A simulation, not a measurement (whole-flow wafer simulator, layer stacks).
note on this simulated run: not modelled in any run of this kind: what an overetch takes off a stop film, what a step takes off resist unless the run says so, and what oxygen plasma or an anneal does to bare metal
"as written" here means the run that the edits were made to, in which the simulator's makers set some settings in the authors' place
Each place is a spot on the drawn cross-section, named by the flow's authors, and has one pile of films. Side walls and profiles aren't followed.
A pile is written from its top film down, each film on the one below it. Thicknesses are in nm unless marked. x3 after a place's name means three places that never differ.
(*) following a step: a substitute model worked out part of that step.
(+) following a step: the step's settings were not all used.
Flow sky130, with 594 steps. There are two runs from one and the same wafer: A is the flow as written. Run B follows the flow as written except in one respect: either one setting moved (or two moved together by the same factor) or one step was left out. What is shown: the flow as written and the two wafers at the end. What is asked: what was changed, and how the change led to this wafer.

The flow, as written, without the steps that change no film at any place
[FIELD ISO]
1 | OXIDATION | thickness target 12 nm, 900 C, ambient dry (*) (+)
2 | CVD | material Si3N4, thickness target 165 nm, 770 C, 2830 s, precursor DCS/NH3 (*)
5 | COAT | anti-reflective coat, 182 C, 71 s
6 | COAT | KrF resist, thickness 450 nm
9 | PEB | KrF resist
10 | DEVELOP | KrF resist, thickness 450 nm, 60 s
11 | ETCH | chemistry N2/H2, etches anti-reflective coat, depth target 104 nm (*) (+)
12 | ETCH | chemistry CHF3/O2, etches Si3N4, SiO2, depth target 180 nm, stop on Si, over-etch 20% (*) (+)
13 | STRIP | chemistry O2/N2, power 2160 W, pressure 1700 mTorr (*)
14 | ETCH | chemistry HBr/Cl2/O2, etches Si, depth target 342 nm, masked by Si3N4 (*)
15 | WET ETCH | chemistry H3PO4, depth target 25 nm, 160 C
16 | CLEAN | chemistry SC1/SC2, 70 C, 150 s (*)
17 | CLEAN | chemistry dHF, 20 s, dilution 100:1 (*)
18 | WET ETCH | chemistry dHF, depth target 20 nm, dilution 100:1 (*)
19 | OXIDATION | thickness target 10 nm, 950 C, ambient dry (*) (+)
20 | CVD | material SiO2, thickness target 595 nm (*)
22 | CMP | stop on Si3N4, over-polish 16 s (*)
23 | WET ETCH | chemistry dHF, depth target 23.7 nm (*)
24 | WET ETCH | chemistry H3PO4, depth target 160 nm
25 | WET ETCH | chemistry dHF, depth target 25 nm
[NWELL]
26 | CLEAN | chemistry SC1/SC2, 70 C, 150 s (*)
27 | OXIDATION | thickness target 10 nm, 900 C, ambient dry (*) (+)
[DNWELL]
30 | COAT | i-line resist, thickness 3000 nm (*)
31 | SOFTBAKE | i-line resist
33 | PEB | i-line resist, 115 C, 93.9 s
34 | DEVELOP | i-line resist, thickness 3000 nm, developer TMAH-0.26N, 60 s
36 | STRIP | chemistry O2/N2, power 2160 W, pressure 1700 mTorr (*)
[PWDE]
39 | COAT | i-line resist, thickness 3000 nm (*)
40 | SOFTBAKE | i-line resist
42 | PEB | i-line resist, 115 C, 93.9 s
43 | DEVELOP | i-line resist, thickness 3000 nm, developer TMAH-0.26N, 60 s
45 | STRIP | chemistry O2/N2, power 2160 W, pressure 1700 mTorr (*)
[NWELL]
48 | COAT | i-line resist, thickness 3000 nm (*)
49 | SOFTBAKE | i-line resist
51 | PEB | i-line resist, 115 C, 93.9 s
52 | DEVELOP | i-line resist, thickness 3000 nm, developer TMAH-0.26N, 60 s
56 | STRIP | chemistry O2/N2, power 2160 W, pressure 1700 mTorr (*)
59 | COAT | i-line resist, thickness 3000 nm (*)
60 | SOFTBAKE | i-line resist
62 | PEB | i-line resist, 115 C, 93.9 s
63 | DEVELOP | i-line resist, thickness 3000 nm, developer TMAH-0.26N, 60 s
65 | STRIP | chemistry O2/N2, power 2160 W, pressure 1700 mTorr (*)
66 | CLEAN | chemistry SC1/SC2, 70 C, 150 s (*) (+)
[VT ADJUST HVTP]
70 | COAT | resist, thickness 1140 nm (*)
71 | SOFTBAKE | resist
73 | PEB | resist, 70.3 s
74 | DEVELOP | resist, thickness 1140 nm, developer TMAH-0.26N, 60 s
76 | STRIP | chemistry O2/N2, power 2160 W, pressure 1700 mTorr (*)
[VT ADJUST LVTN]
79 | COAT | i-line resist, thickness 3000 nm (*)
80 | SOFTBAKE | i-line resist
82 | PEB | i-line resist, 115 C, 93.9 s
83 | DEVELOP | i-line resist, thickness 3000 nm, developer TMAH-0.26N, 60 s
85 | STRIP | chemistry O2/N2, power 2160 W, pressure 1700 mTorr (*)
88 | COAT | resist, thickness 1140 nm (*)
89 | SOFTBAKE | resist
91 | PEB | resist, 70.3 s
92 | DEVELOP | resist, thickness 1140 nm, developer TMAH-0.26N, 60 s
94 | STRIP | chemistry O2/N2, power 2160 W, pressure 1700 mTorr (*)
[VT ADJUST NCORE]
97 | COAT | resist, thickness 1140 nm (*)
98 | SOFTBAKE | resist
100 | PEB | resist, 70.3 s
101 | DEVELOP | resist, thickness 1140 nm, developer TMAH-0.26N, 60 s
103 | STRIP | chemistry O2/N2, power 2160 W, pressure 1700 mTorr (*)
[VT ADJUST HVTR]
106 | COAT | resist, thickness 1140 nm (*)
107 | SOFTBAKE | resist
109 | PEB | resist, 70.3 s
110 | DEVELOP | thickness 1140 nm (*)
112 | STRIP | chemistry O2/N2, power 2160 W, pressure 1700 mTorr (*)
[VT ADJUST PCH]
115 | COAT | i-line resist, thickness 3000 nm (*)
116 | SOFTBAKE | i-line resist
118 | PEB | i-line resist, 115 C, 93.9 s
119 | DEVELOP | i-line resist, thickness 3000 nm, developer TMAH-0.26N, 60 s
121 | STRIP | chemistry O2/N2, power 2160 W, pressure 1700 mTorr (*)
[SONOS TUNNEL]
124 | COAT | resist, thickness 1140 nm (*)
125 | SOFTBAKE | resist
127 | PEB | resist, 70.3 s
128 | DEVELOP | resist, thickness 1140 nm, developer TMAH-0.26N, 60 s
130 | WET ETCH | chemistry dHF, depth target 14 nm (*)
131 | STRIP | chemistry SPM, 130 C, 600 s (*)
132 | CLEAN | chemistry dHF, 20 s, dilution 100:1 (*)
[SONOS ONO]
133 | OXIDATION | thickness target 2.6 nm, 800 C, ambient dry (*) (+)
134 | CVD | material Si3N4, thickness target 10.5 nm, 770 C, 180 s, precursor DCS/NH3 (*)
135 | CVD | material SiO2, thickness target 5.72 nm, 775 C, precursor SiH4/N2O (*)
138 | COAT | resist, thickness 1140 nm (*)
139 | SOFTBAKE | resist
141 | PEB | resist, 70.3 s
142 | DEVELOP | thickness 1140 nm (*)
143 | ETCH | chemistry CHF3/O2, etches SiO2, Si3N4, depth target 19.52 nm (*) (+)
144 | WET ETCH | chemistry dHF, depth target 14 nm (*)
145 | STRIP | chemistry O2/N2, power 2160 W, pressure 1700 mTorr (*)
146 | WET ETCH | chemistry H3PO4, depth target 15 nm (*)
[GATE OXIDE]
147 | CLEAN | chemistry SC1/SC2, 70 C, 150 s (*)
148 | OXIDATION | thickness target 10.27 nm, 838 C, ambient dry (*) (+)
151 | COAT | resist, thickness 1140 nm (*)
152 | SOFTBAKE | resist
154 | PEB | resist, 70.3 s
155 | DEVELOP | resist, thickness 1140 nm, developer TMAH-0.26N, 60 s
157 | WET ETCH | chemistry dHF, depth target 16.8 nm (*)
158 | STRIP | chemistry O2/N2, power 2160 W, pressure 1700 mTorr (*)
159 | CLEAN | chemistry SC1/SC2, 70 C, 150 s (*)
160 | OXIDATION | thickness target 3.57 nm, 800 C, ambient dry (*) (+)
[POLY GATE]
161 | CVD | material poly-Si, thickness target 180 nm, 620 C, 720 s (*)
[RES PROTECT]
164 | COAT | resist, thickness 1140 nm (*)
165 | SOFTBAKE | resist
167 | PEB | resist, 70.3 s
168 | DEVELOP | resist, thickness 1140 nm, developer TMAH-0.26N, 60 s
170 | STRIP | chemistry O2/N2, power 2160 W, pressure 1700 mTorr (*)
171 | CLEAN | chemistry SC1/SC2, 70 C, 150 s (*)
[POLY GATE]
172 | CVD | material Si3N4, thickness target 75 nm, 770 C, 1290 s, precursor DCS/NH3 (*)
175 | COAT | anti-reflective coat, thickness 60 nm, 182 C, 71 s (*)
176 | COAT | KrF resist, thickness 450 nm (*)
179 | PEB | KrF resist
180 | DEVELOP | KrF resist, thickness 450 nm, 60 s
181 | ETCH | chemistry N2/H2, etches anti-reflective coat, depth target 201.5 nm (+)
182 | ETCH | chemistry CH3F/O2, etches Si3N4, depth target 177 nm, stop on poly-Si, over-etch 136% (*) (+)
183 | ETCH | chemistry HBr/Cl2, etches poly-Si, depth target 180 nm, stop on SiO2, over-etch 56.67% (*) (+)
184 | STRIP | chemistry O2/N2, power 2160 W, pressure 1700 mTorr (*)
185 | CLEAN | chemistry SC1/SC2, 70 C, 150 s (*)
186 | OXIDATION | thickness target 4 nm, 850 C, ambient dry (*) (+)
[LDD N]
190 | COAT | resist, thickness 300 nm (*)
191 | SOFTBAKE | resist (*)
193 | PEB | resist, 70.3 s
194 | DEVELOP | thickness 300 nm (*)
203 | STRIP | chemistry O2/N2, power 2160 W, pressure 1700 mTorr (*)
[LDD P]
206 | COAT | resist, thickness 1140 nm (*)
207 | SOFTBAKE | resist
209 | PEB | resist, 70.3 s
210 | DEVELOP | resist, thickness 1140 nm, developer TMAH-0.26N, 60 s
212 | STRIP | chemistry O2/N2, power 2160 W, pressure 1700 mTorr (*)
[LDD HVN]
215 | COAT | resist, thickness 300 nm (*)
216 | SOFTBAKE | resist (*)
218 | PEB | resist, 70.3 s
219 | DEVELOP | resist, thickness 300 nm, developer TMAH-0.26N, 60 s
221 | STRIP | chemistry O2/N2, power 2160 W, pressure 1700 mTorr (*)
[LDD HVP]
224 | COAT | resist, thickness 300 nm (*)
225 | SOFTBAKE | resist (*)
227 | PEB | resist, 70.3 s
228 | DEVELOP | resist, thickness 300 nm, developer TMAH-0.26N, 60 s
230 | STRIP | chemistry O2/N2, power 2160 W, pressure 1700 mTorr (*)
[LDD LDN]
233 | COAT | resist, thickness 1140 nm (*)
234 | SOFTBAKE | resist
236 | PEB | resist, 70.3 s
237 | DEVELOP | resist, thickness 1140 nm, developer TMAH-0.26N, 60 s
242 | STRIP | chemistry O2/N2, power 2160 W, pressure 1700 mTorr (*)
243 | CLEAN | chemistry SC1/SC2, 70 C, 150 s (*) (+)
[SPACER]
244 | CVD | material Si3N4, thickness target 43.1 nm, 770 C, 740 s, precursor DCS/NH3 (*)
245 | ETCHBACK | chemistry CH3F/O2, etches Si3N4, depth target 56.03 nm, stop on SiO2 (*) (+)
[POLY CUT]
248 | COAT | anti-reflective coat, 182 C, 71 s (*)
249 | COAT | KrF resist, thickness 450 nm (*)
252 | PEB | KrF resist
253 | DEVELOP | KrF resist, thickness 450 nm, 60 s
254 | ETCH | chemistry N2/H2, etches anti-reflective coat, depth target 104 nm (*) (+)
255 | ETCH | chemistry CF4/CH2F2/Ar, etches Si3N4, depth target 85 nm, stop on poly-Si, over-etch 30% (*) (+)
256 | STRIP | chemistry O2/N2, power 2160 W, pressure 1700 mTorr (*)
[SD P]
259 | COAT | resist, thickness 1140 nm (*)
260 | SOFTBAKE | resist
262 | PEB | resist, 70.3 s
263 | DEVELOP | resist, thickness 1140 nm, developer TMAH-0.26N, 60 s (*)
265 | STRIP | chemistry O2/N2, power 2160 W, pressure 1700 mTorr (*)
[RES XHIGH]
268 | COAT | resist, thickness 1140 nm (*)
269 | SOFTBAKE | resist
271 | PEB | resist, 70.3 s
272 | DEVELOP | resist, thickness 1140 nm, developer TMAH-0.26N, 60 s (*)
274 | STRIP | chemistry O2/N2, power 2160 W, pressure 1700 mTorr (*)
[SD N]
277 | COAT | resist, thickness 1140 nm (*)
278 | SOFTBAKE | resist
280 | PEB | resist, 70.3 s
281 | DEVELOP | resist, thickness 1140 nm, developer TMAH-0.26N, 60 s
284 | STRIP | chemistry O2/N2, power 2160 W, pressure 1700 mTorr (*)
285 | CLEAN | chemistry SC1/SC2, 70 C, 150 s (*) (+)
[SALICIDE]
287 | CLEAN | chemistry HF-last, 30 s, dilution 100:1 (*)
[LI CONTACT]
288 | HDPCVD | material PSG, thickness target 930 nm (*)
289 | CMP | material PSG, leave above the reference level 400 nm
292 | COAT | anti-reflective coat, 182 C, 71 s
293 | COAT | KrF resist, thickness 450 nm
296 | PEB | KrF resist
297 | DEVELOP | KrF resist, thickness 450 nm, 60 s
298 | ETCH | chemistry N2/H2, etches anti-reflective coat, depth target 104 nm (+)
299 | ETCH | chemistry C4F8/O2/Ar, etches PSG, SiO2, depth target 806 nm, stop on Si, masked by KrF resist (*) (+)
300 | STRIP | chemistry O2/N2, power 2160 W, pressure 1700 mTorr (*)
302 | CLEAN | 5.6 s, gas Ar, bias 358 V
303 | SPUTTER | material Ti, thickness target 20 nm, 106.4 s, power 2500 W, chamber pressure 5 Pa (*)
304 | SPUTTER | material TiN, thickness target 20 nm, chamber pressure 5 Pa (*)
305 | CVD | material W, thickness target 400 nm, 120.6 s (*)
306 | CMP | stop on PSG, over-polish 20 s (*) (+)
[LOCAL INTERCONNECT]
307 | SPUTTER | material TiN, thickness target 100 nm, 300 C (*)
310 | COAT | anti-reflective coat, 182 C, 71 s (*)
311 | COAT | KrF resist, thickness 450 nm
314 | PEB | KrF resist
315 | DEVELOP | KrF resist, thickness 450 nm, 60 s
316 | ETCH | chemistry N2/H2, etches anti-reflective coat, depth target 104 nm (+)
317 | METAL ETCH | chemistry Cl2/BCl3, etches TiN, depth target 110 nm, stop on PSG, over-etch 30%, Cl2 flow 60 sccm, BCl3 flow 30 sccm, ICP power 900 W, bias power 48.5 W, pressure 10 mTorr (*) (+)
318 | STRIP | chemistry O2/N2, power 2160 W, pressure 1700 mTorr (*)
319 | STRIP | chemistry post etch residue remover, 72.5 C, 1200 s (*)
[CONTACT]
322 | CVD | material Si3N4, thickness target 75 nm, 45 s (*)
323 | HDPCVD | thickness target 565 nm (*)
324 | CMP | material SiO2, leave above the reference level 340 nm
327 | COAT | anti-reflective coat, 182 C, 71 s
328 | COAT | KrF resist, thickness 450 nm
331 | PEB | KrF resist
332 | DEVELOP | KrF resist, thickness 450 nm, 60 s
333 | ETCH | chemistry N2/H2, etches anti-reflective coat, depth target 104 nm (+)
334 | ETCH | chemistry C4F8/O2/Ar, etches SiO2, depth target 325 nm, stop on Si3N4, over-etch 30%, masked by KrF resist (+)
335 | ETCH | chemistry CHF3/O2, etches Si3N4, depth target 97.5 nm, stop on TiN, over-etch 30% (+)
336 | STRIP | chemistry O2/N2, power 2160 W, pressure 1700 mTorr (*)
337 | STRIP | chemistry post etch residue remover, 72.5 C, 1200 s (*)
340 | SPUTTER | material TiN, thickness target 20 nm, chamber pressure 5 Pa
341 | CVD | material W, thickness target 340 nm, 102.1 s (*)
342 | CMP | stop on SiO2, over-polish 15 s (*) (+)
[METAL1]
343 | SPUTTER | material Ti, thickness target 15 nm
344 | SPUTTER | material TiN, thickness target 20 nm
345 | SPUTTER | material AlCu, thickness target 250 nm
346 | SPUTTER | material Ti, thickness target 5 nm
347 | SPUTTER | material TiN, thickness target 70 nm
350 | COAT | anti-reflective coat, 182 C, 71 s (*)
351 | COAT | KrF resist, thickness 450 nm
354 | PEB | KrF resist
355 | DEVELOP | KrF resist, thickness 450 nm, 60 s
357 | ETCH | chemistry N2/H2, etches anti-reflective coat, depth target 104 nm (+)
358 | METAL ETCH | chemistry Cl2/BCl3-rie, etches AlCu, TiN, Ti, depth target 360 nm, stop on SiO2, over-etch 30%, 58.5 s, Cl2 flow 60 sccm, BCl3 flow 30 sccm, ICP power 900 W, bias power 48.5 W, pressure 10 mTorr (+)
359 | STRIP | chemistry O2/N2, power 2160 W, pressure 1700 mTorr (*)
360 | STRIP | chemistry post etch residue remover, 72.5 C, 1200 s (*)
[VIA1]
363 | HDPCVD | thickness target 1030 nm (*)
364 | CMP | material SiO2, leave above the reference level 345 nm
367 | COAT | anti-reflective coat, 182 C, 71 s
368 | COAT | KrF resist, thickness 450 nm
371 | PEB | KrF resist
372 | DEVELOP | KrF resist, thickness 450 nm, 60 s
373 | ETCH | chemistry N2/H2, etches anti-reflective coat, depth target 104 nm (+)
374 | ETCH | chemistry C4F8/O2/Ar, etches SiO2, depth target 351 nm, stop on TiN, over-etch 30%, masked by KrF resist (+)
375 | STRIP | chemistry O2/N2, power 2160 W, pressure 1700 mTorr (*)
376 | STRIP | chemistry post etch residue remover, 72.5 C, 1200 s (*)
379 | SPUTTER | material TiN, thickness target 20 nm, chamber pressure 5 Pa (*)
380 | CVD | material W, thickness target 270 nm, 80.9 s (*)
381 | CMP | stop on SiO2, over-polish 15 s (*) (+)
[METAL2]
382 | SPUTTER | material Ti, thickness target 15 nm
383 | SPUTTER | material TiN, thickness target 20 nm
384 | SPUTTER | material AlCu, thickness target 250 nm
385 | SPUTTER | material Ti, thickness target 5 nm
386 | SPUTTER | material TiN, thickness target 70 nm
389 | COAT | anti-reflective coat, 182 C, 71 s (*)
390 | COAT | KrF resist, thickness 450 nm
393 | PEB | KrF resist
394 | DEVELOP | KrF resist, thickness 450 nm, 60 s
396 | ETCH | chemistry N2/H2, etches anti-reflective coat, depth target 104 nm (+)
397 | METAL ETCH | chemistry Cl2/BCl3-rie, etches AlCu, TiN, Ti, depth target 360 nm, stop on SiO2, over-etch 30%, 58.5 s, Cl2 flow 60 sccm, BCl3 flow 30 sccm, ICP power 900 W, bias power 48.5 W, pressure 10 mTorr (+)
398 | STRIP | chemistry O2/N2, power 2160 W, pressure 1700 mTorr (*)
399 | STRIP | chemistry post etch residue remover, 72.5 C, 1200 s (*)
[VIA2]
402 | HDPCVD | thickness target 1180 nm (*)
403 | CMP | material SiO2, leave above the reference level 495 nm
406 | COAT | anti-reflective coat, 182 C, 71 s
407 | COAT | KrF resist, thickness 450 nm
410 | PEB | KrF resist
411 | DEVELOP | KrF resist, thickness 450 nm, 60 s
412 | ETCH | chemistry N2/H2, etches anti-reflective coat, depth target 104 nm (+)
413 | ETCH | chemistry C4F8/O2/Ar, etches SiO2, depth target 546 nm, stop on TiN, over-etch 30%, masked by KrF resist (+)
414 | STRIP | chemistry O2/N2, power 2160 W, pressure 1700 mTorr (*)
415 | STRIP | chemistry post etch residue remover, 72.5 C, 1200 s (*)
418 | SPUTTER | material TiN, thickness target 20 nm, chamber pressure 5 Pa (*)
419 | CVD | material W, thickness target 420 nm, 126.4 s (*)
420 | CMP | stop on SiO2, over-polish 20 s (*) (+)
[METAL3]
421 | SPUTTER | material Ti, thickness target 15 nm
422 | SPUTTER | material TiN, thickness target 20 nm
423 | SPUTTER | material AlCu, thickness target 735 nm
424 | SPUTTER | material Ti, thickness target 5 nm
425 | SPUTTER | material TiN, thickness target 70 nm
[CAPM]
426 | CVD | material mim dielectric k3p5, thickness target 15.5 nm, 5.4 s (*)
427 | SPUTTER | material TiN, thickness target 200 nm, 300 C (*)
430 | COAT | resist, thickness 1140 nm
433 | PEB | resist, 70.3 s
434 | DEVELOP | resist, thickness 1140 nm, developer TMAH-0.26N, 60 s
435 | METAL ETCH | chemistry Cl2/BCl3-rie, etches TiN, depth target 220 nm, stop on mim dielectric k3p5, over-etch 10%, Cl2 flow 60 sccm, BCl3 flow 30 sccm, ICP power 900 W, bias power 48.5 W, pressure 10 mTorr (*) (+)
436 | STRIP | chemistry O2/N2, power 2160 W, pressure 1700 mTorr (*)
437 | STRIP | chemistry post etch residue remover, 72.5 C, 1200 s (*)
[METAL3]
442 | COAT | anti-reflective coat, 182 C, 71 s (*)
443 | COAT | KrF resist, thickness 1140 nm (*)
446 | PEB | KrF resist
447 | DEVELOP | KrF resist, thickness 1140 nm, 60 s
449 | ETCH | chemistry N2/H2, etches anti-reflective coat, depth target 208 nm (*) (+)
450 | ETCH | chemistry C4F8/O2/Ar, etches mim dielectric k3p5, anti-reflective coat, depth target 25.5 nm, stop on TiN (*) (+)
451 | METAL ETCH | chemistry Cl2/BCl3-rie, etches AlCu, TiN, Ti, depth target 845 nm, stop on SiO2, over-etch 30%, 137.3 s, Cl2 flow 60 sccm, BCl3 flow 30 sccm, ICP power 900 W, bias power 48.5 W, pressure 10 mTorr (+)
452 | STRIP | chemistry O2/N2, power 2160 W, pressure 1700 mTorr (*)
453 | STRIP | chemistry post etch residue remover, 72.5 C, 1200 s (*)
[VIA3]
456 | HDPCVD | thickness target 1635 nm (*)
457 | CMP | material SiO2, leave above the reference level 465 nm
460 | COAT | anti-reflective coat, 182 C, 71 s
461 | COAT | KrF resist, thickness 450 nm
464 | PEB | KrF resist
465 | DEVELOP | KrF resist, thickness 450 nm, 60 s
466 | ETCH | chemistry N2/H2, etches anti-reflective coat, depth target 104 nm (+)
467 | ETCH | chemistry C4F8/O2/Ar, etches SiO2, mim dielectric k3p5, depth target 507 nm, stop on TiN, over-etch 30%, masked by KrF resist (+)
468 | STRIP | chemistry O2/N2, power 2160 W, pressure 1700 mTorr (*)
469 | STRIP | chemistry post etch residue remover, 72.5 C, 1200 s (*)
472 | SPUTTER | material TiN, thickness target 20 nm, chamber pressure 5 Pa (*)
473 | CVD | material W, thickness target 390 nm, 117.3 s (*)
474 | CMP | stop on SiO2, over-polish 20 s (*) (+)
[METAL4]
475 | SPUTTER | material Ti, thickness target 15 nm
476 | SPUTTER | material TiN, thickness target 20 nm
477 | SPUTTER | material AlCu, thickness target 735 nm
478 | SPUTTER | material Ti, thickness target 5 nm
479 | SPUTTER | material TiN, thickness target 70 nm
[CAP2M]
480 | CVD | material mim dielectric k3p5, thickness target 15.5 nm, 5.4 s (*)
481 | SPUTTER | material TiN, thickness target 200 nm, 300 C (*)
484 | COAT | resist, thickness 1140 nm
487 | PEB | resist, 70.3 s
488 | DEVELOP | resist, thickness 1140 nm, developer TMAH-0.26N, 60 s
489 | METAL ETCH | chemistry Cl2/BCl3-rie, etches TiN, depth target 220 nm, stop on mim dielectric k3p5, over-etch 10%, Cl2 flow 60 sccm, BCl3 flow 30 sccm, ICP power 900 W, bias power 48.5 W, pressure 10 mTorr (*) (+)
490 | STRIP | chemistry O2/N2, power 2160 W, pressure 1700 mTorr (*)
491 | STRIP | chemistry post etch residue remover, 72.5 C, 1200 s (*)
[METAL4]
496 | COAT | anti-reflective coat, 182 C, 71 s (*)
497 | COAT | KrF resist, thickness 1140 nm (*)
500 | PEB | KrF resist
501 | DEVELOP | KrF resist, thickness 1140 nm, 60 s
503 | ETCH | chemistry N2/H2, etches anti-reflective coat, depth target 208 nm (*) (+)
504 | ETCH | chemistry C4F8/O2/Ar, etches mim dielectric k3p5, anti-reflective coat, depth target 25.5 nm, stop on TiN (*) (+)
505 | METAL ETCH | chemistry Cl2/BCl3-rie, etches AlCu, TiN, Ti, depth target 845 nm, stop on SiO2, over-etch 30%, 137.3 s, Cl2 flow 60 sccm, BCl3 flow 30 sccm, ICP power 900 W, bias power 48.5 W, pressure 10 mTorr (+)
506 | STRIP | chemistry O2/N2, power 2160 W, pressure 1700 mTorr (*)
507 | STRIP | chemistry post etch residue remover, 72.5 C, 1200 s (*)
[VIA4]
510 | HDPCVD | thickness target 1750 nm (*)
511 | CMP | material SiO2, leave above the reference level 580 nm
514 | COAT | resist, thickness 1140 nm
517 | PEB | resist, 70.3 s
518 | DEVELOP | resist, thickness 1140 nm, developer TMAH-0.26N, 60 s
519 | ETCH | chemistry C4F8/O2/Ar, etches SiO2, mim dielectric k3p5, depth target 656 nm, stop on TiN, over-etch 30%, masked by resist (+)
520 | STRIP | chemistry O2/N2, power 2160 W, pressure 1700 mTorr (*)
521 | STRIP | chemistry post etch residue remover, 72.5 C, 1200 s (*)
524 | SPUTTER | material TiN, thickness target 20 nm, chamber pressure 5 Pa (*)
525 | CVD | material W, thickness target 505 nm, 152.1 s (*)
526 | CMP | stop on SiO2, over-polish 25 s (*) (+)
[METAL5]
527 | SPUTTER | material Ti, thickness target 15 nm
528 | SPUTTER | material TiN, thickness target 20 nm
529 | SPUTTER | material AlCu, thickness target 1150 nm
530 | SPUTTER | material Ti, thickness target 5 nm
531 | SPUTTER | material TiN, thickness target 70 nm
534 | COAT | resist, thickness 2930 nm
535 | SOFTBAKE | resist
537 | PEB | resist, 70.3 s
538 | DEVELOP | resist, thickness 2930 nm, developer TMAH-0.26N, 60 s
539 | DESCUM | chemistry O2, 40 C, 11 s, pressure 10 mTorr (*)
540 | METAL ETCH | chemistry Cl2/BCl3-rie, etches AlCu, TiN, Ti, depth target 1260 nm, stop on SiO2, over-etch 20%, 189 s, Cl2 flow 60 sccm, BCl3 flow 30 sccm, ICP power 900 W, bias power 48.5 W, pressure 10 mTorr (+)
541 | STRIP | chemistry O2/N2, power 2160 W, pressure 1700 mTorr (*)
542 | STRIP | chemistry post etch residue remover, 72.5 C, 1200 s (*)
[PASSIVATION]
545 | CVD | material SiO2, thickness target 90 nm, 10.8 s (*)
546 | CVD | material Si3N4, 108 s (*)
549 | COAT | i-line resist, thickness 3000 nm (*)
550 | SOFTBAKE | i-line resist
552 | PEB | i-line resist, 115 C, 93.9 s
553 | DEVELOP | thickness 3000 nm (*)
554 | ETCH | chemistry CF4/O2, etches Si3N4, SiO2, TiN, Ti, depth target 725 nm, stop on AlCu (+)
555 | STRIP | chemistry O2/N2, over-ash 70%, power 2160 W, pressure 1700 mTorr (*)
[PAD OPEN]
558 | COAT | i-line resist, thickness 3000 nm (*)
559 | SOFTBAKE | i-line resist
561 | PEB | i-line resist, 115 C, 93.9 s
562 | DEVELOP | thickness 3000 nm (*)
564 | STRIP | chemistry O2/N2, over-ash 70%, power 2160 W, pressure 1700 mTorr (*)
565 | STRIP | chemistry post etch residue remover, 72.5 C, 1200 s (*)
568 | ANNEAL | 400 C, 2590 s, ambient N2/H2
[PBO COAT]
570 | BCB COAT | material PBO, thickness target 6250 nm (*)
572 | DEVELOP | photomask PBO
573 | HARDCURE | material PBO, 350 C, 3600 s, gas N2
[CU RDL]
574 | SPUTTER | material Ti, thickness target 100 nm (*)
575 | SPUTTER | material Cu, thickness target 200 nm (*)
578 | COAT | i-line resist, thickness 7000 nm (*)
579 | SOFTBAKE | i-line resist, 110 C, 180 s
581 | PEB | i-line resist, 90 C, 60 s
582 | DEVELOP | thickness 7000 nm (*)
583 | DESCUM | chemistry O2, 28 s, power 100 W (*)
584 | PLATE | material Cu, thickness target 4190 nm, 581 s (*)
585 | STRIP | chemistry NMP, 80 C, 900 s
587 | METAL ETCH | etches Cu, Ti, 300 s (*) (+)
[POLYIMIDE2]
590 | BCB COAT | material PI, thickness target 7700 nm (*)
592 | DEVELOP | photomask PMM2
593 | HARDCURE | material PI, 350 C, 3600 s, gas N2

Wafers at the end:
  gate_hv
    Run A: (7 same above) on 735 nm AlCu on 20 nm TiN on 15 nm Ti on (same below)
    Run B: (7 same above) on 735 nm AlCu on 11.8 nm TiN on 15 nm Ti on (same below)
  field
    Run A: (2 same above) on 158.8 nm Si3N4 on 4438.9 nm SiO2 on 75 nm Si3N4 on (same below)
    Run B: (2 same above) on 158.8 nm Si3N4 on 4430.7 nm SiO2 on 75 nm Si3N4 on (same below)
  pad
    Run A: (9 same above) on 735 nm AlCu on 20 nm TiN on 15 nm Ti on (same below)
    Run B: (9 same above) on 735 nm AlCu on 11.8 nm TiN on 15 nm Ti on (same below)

What caused this: step 476, SPUTTER: thickness target 11.8 nm was run, though the flow has thickness target 20 nm.
One can read it off the wafer: gate_hv has TiN 11.8, and step 476 as written asks for 20 nm.

Step by step, how the change led to this:
  476 | SPUTTER | material TiN, thickness target 20 nm
      field, active, n_well and 189 more: A TiN gains 20 (new film) | B TiN gains 11.8 (new film)
  505 | METAL ETCH | chemistry Cl2/BCl3-rie, etches AlCu, TiN, Ti, depth target 845 nm, stop on SiO2, over-etch 30%, 137.3 s, Cl2 flow 60 sccm, BCl3 flow 30 sccm, ICP power 900 W, bias power 48.5 W, pressure 10 mTorr (+)
      field, gate, spacer and 68 more: A TiN loses 70 (all of it), Ti loses 5 (all of it), AlCu loses 735 (all of it), TiN loses 20 (all of it), Ti loses 15 (all of it), SiO2 loses 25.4 | B TiN loses 70 (all of it), Ti loses 5 (all of it), AlCu loses 735 (all of it), TiN loses 11.8 (all of it), Ti loses 15 (all of it), SiO2 loses 26.2
      active, vpp_iso1, mim_edge_plate and 14 more: A TiN loses 70 (all of it), Ti loses 5 (all of it), AlCu loses 735 (all of it), TiN loses 20 (all of it), Ti loses 15 (all of it), SiO2 loses 25.3 | B TiN loses 70 (all of it), Ti loses 5 (all of it), AlCu loses 735 (all of it), TiN loses 11.8 (all of it), Ti loses 15 (all of it), SiO2 loses 26.2
